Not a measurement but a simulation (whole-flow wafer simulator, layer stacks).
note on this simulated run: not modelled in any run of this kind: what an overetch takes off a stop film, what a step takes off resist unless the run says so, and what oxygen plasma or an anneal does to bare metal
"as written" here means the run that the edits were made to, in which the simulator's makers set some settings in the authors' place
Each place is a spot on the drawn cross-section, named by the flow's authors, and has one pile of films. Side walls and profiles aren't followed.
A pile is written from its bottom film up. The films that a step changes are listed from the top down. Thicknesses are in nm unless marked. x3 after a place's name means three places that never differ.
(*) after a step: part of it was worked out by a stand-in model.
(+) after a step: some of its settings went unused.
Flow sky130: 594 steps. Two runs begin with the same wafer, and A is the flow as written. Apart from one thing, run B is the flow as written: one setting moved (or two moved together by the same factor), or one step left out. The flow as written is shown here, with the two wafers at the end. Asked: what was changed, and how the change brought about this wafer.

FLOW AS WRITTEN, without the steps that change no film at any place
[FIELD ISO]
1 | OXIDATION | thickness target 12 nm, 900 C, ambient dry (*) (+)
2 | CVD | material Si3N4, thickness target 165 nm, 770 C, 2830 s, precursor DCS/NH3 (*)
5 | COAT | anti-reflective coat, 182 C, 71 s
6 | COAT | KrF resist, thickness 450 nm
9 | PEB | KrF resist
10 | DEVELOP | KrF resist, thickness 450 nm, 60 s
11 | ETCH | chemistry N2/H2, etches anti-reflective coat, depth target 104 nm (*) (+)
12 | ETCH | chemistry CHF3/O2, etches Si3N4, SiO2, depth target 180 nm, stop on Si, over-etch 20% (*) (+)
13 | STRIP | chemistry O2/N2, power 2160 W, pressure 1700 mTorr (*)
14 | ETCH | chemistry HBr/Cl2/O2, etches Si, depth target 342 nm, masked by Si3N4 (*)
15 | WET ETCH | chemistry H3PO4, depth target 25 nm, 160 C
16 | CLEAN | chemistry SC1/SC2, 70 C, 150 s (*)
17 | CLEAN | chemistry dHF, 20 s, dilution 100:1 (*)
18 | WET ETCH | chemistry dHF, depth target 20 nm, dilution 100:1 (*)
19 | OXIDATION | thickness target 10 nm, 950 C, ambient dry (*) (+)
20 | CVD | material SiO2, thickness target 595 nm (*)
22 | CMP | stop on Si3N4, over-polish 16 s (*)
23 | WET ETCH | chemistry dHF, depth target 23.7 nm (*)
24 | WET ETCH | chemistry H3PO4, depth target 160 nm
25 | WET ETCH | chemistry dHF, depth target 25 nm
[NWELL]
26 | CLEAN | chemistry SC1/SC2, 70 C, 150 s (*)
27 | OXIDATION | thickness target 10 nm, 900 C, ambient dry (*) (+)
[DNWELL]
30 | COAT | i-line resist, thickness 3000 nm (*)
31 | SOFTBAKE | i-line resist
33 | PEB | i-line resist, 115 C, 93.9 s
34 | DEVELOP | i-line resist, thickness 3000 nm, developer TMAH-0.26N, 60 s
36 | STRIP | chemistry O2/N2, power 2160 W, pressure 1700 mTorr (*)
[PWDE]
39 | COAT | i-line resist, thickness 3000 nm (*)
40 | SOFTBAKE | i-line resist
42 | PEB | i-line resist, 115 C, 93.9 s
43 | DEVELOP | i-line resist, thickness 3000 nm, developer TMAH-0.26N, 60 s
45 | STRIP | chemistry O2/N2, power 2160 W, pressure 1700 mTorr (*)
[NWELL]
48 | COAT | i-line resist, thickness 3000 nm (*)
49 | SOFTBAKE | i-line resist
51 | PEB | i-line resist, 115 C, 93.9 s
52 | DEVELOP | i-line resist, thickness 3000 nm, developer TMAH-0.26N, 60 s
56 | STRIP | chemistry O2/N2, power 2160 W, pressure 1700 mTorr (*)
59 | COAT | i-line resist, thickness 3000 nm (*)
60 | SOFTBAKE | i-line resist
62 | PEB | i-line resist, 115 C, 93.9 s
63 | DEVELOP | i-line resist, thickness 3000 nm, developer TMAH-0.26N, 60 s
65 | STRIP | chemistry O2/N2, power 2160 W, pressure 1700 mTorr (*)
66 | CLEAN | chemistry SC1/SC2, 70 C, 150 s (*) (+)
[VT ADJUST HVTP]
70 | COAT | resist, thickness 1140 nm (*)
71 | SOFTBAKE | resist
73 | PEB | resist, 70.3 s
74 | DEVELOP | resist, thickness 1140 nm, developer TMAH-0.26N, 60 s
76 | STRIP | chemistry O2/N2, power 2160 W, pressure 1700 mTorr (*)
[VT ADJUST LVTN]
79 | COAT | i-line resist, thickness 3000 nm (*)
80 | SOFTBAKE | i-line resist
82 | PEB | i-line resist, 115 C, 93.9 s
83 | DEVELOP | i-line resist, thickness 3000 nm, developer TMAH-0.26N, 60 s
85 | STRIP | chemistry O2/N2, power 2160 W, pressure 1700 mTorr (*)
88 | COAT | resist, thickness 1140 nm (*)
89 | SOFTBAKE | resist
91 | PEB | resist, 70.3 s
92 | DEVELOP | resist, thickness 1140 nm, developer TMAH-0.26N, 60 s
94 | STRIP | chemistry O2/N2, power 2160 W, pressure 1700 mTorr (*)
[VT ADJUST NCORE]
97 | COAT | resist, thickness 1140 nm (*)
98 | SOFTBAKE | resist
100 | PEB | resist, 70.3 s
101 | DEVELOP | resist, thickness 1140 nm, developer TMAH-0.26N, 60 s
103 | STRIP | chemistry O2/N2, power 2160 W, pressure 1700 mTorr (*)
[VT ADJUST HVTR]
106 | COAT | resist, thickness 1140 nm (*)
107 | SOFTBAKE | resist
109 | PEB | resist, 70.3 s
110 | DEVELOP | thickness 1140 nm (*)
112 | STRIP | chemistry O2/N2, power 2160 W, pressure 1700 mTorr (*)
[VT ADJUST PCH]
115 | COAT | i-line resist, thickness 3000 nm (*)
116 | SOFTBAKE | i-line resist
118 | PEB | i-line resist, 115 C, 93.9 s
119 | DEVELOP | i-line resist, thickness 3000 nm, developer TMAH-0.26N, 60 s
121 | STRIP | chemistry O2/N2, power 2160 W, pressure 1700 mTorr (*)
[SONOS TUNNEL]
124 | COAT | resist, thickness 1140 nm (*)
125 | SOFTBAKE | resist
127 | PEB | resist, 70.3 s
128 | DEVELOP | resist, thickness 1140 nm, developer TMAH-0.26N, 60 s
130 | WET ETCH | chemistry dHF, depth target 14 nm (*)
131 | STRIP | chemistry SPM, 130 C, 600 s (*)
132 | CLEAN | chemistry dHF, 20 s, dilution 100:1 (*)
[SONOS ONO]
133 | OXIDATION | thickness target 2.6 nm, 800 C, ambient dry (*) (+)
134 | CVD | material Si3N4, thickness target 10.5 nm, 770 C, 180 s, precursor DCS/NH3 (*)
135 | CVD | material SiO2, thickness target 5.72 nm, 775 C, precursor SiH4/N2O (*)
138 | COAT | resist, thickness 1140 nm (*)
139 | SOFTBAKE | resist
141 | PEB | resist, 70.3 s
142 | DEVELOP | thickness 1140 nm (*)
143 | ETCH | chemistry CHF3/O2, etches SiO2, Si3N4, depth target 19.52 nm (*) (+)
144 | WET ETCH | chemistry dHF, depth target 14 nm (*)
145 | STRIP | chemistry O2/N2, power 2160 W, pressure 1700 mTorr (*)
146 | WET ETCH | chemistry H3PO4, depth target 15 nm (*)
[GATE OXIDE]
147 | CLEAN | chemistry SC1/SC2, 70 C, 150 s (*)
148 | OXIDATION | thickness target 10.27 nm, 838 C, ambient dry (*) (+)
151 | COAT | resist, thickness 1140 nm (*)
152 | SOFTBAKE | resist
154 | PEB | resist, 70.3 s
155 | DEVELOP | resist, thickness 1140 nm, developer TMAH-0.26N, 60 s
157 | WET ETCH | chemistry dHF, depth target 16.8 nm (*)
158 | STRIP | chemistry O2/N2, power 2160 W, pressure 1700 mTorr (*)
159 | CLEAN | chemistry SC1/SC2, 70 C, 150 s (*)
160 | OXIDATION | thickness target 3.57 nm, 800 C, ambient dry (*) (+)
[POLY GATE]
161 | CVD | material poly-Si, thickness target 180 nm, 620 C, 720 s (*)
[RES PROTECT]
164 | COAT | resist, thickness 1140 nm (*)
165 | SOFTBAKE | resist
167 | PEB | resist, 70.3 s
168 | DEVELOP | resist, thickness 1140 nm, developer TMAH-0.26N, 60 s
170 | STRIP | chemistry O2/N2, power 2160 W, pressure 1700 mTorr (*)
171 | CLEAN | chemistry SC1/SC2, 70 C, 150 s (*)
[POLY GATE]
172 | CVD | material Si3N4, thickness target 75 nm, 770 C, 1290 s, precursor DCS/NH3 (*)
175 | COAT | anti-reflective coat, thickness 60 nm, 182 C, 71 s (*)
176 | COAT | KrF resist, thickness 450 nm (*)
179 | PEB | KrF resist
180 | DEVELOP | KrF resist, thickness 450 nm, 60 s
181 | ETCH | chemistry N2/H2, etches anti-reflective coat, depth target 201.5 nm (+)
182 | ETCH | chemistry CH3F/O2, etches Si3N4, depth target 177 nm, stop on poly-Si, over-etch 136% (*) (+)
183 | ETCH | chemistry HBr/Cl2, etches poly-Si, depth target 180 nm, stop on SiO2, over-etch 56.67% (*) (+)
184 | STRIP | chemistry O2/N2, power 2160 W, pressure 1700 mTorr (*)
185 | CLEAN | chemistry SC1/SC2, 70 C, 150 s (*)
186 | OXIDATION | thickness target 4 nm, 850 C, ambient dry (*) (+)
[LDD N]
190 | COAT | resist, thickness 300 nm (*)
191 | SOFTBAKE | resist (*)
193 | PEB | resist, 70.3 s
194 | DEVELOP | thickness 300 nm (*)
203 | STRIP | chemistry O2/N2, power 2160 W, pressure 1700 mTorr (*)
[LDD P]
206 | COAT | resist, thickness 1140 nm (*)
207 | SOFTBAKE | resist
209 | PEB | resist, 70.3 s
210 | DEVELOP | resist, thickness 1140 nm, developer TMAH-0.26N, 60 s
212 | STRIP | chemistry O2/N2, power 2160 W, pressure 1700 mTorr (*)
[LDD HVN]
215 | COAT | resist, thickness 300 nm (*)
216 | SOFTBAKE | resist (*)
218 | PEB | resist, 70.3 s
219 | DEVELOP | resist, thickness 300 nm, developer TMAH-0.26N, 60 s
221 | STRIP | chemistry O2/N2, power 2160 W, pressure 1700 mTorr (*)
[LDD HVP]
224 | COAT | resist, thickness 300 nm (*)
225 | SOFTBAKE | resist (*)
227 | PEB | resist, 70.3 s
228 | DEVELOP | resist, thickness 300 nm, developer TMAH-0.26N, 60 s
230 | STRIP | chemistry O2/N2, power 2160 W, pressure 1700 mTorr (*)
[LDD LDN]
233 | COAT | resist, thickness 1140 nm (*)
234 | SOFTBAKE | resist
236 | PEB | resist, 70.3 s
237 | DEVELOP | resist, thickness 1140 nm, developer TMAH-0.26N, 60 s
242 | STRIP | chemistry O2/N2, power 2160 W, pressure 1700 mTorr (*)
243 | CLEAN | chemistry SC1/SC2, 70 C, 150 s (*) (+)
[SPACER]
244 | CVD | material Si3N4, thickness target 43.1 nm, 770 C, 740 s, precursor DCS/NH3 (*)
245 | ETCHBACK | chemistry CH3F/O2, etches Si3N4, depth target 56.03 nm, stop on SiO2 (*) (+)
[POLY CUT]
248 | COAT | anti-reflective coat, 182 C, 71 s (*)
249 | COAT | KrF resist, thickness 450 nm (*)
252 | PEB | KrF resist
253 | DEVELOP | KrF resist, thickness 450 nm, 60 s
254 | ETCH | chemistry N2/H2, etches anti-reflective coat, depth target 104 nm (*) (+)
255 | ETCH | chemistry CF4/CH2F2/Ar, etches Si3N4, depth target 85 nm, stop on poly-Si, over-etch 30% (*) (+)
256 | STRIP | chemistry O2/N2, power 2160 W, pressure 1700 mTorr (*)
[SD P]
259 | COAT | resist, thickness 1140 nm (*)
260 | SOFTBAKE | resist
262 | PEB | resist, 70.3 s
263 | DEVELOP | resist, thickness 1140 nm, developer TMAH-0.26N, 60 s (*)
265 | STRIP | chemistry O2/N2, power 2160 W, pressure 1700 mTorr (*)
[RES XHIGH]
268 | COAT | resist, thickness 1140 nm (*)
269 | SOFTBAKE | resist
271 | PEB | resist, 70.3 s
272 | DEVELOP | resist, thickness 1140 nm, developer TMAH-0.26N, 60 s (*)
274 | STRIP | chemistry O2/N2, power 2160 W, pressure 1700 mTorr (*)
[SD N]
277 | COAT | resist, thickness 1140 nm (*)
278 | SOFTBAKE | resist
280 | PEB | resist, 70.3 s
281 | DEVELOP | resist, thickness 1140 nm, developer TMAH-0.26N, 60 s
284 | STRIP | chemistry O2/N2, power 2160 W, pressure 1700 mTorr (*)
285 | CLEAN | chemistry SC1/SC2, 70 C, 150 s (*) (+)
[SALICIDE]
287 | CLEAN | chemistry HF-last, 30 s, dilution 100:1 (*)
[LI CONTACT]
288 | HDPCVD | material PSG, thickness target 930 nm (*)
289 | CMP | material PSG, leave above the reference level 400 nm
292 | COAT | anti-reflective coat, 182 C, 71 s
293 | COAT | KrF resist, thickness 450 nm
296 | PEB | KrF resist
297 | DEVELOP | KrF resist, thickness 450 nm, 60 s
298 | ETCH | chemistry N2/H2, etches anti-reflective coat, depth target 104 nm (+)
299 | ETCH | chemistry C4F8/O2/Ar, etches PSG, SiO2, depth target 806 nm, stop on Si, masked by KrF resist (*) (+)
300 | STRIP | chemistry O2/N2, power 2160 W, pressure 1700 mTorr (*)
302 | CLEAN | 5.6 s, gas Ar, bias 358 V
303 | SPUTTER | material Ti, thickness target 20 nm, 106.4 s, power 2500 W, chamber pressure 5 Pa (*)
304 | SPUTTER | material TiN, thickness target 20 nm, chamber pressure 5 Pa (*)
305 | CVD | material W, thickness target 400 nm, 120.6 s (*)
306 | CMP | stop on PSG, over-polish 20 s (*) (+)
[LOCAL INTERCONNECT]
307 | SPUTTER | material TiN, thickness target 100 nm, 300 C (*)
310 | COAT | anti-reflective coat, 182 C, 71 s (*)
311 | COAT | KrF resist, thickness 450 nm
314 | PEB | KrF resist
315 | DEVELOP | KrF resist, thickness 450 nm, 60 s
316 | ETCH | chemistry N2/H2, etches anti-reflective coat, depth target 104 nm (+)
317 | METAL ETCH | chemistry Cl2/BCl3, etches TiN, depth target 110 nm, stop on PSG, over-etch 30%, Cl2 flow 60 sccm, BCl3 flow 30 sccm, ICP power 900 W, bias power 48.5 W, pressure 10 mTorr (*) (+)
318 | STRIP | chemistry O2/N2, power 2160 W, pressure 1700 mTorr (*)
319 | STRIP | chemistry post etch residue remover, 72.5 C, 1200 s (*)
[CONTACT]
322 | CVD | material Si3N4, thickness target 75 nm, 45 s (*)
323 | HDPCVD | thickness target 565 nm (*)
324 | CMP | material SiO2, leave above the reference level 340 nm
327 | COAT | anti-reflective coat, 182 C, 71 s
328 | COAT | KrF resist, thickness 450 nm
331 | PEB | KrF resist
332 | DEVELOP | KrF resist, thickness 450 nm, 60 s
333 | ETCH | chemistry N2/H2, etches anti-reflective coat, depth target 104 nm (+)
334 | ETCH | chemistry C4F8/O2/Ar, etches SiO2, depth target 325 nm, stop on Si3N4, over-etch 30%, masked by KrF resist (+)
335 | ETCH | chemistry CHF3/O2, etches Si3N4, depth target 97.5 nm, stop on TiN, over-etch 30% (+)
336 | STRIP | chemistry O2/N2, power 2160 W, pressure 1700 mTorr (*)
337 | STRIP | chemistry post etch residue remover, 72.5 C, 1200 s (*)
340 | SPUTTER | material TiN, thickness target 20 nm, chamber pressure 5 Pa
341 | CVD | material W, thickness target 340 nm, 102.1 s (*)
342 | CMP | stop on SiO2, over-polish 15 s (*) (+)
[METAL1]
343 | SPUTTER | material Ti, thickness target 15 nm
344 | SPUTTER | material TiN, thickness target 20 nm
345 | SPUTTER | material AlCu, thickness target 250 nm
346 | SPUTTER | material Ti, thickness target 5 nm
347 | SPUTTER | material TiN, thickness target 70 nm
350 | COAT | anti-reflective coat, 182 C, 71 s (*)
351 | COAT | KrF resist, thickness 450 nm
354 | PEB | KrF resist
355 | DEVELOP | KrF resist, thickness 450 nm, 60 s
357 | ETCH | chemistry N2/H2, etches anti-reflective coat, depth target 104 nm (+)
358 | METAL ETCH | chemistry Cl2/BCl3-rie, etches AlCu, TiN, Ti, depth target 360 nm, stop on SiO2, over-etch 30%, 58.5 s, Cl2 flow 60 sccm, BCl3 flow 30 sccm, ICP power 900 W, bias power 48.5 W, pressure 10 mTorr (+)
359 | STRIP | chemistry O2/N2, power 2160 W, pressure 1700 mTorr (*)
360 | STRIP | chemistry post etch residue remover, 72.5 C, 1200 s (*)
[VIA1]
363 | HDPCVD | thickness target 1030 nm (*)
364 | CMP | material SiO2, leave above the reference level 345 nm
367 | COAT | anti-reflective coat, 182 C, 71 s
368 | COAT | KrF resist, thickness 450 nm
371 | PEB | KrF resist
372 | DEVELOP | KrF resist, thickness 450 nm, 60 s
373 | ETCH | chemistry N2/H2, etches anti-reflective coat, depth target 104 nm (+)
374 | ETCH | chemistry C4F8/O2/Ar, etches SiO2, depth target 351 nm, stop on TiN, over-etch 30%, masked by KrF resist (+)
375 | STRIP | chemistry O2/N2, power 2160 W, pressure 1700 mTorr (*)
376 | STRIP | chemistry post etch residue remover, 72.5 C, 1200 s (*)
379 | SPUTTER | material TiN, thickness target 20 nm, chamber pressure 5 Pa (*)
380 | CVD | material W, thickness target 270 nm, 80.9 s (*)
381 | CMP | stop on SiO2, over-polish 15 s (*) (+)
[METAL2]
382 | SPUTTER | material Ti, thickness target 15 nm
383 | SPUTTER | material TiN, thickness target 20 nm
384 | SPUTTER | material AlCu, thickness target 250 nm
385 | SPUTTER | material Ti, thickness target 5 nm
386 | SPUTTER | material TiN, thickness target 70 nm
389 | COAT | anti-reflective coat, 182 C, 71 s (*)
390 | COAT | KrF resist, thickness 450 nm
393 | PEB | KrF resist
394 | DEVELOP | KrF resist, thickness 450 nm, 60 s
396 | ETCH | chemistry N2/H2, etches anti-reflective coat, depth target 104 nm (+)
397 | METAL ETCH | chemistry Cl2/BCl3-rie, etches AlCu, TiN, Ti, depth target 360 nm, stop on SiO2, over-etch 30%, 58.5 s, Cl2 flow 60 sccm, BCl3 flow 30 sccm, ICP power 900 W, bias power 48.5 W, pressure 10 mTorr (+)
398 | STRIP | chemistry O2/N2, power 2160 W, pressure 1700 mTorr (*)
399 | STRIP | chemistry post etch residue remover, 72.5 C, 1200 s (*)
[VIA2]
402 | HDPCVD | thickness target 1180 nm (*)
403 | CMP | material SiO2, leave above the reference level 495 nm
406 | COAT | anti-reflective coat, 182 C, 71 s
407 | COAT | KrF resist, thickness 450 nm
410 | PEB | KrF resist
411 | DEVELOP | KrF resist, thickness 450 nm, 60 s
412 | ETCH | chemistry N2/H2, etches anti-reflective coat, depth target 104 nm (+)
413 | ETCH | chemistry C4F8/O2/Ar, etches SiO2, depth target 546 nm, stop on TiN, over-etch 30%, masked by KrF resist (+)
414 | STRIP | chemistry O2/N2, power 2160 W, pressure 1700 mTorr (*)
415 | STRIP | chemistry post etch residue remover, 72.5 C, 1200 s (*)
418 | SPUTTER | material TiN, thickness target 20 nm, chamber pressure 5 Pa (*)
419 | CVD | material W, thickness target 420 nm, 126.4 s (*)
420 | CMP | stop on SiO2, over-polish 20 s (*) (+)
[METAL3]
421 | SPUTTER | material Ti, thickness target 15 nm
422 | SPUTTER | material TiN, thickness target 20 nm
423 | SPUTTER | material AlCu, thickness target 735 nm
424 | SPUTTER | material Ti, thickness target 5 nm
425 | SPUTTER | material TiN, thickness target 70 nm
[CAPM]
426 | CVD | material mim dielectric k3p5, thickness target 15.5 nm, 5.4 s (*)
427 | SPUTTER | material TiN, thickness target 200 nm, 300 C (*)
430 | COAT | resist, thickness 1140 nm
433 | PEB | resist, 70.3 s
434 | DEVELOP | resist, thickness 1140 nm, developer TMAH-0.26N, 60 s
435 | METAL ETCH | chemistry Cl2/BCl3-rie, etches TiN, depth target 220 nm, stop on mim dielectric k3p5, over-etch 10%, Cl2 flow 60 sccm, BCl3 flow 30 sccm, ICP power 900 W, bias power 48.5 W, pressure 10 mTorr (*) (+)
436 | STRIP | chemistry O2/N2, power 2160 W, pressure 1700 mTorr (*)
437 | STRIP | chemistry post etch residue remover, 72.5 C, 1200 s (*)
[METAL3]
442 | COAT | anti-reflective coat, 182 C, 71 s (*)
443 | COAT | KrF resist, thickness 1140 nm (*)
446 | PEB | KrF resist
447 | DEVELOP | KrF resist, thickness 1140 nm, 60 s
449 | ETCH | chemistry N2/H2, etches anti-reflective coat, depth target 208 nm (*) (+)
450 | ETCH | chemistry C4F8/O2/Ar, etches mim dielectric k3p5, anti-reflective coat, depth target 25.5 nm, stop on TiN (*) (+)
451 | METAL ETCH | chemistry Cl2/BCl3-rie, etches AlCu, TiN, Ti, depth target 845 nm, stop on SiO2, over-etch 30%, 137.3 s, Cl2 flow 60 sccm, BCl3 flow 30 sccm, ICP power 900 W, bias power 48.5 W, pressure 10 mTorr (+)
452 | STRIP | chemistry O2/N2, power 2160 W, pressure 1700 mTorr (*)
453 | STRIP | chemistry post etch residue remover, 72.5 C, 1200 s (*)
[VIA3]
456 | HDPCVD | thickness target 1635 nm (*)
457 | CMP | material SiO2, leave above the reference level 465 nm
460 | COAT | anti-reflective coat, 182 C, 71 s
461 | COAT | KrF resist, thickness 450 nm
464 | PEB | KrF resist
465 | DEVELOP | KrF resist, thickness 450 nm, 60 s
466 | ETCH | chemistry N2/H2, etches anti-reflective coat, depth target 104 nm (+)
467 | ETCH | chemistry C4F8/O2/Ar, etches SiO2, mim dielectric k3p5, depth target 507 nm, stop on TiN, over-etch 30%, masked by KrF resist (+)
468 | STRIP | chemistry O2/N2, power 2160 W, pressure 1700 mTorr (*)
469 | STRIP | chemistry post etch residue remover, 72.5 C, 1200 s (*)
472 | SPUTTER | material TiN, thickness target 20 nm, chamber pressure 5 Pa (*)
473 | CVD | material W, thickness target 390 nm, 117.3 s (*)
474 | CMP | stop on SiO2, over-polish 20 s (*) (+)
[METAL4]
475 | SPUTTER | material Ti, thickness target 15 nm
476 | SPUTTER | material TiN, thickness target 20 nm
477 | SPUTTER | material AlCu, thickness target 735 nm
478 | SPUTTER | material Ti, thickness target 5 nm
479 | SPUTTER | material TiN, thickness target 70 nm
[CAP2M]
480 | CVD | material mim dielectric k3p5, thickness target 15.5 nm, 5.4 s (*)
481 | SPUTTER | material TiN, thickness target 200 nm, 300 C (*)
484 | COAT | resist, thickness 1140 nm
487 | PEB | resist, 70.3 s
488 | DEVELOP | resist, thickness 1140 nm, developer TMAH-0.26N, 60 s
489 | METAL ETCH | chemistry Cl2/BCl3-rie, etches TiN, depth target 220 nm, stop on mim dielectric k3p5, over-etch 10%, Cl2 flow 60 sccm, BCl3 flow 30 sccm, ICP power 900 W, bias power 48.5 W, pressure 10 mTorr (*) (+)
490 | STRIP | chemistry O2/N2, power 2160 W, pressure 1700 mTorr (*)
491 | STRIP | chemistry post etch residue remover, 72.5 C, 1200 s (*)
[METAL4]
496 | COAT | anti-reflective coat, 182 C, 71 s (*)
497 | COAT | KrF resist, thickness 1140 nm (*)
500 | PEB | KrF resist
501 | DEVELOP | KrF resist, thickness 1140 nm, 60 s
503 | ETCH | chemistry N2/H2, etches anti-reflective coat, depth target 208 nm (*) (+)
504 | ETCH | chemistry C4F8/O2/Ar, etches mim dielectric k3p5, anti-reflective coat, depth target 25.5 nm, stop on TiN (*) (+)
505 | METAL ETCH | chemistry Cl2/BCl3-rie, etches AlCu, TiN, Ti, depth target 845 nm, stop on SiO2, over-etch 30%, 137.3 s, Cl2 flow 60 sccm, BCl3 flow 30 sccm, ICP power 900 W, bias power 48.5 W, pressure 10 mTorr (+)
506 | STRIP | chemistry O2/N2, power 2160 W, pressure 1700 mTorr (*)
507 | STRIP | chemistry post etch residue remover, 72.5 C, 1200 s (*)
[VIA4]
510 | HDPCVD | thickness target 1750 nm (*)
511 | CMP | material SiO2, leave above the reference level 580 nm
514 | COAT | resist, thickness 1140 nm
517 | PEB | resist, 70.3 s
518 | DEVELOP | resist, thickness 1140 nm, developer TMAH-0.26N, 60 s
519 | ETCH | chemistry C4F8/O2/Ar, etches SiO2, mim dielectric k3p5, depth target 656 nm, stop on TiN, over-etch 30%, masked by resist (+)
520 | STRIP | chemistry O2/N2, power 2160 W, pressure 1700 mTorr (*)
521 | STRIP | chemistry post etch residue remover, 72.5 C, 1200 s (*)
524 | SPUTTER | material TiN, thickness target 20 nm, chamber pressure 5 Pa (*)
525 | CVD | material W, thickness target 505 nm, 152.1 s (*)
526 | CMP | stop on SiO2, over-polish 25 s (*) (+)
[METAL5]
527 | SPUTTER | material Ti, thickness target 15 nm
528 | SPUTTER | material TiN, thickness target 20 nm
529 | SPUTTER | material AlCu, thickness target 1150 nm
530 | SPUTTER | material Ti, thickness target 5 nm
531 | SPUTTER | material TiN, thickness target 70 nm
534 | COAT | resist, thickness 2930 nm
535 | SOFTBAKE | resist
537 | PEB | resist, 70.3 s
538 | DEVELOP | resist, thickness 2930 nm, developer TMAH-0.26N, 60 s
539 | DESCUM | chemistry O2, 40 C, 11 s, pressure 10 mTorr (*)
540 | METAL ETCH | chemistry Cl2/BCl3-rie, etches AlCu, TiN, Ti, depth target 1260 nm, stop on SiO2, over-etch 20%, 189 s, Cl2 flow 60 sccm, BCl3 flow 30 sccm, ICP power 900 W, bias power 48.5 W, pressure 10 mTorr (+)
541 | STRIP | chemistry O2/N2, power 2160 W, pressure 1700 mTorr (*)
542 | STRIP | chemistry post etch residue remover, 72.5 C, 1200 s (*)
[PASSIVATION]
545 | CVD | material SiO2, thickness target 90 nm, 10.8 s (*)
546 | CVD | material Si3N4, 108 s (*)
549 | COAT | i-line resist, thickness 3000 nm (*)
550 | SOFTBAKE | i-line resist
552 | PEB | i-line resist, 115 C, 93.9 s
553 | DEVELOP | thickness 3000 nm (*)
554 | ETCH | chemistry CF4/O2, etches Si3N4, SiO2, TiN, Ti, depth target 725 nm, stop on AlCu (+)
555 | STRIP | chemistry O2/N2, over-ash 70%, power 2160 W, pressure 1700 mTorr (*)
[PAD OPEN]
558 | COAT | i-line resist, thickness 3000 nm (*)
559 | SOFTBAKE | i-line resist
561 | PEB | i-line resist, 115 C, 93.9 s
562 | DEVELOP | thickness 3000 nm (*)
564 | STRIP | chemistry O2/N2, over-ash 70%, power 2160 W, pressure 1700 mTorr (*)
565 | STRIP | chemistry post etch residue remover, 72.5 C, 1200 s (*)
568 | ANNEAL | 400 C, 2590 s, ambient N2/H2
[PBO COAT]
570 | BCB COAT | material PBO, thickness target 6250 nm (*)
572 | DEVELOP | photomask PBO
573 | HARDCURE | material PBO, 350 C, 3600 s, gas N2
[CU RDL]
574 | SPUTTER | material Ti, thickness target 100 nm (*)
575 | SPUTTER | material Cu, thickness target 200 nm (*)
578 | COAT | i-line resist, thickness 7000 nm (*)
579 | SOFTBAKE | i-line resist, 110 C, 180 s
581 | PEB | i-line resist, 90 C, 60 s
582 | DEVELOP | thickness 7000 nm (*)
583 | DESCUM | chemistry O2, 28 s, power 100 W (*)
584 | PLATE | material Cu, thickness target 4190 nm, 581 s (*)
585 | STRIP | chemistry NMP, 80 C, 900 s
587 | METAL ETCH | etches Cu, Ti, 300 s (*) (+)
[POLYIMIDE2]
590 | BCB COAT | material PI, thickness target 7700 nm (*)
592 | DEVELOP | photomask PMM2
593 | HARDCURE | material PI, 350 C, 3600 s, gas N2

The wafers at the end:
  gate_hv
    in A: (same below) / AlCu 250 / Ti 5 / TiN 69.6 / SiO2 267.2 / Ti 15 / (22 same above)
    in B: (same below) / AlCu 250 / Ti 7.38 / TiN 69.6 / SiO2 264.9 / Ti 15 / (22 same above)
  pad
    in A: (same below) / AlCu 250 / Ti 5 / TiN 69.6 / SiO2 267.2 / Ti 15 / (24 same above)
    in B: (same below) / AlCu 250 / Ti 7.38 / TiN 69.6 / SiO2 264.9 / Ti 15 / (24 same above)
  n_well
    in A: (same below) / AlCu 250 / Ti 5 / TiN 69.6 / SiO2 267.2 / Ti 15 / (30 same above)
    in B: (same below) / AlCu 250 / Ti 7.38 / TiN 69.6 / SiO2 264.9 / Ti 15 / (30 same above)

The reason: step 346, SPUTTER: thickness target 7.38 nm was run, while the flow as written has thickness target 5 nm.
The wafer itself shows it: gate_hv has Ti 7.38, and step 346 as written asks for 5 nm.

How this came from the change, step by step:
  346 | SPUTTER | material Ti, thickness target 5 nm
      field, active, n_well and 188 more: A +5 Ti (new film) | B +7.38 Ti (new film)
  358 | METAL ETCH | chemistry Cl2/BCl3-rie, etches AlCu, TiN, Ti, depth target 360 nm, stop on SiO2, over-etch 30%, 58.5 s, Cl2 flow 60 sccm, BCl3 flow 30 sccm, ICP power 900 W, bias power 48.5 W, pressure 10 mTorr (+)
      field, active, gate and 81 more: A -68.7 TiN (all of it), -5 Ti (all of it), -250 AlCu (all of it), -20 TiN (all of it), -15 Ti (all of it), -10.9 SiO2 | B -68.7 TiN (all of it), -7.38 Ti (all of it), -250 AlCu (all of it), -20 TiN (all of it), -15 Ti (all of it), -10.7 SiO2
